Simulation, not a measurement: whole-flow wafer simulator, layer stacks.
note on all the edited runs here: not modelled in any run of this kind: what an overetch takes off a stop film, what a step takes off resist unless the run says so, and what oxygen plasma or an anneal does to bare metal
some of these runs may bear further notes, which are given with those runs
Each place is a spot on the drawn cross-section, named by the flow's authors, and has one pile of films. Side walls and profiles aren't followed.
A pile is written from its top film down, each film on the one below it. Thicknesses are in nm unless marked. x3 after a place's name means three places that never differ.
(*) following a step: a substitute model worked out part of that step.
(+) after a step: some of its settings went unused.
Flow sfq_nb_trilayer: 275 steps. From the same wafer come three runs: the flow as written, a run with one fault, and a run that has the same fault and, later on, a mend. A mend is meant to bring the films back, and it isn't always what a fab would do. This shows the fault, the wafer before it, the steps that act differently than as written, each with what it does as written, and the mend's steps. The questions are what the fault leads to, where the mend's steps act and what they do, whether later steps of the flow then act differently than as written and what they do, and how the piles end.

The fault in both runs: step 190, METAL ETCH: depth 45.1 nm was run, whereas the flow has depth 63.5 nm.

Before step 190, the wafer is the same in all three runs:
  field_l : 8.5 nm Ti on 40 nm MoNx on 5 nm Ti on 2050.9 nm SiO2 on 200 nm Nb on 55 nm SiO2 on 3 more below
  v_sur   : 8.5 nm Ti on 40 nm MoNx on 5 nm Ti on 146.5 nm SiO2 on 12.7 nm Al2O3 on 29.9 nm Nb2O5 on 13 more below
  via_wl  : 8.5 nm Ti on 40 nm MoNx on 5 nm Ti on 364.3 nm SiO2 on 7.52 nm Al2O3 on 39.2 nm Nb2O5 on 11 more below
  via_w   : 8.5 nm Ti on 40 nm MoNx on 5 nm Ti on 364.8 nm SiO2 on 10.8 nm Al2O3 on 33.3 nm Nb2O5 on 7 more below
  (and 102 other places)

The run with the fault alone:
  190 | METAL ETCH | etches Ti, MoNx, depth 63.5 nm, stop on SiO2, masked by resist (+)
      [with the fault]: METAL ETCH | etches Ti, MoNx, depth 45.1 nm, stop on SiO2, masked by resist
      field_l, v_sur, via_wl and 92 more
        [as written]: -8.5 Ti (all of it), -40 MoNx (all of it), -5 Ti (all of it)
        [with the fault]: -8.5 Ti (all of it), -36.6 MoNx
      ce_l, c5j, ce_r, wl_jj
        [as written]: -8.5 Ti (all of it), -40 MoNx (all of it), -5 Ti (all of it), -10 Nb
        [with the fault]: -8.5 Ti (all of it), -36.6 MoNx
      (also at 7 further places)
  Later steps of the flow acting differently than as written (not shown: 11 more steps that differ only slightly, by at most 2% or 0.5 nm, whichever is larger):
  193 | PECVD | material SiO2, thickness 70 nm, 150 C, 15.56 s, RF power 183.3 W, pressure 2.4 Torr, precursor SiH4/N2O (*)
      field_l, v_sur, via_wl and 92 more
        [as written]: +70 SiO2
        [with the fault]: +70 SiO2 (new film)
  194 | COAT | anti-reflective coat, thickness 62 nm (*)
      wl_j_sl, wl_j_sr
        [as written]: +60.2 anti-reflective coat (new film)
        [with the fault]: +62 anti-reflective coat (new film)
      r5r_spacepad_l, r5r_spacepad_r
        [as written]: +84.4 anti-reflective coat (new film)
        [with the fault]: +80.8 anti-reflective coat (new film)
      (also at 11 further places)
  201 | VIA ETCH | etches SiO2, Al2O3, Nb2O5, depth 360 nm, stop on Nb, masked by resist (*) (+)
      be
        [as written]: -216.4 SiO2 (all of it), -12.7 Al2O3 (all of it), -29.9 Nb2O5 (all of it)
        [with the fault]: -69.8 SiO2 (all of it), -3.4 MoNx (all of it), -5 Ti (all of it), -146.5 SiO2 (all of it), -12.7 Al2O3 (all of it), -29.9 Nb2O5 (all of it)
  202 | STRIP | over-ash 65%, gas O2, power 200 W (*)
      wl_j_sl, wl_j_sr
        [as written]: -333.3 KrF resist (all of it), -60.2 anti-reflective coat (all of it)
        [with the fault]: -333.1 KrF resist (all of it), -62 anti-reflective coat (all of it)
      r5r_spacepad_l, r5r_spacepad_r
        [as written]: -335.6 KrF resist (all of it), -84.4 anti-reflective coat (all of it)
        [with the fault]: -335.3 KrF resist (all of it), -80.8 anti-reflective coat (all of it)
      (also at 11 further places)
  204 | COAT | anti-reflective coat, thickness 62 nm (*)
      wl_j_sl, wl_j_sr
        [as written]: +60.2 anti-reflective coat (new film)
        [with the fault]: +62 anti-reflective coat (new film)
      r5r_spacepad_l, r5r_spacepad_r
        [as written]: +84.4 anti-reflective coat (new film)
        [with the fault]: +80.8 anti-reflective coat (new film)
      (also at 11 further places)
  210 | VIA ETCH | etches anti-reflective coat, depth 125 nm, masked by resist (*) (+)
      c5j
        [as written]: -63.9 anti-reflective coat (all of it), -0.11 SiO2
        [with the fault]: -61.3 anti-reflective coat (all of it), -0.13 SiO2
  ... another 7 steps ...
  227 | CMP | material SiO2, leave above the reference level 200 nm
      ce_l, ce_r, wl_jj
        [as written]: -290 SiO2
        [with the fault]: -300 SiO2
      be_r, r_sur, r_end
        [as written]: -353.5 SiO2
        [with the fault]: -345.1 SiO2
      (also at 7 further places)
  The piles end different from the flow's at field_l, v_sur, via_wl and 100 more by more than 2% or 0.5 nm, whichever is larger.
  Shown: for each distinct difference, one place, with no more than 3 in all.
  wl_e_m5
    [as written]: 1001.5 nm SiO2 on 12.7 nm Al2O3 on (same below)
    [with the fault]: 855 nm SiO2 on 3.4 nm MoNx on 5 nm Ti on 146.5 nm SiO2 on 12.7 nm Al2O3 on (same below)
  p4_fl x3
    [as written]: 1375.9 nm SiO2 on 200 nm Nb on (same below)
    [with the fault]: 855 nm SiO2 on 3.4 nm MoNx on 5 nm Ti on 520.9 nm SiO2 on 200 nm Nb on (same below)
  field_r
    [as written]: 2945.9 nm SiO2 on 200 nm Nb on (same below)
    [with the fault]: 855 nm SiO2 on 3.4 nm MoNx on 5 nm Ti on 2090.9 nm SiO2 on 200 nm Nb on (same below)

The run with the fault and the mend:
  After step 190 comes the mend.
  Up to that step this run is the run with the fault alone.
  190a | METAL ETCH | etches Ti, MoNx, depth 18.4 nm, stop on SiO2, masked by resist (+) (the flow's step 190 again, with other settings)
      field_l, v_sur, via_wl and 92 more
        -3.4 MoNx (all of it), -5 Ti (all of it)
      be_r, r_sur, res, r_end, r5r_line_l, r5r_line_c, r5r_line_r
        -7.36 KrF resist
      ce_l, c5j, ce_r, wl_jj
        -3.4 MoNx (all of it), -5 Ti (all of it), -10 Nb
  None of the later steps of the flow acts differently than as written at any place that is followed.
  The piles end the same as the flow's at every place that both follow.
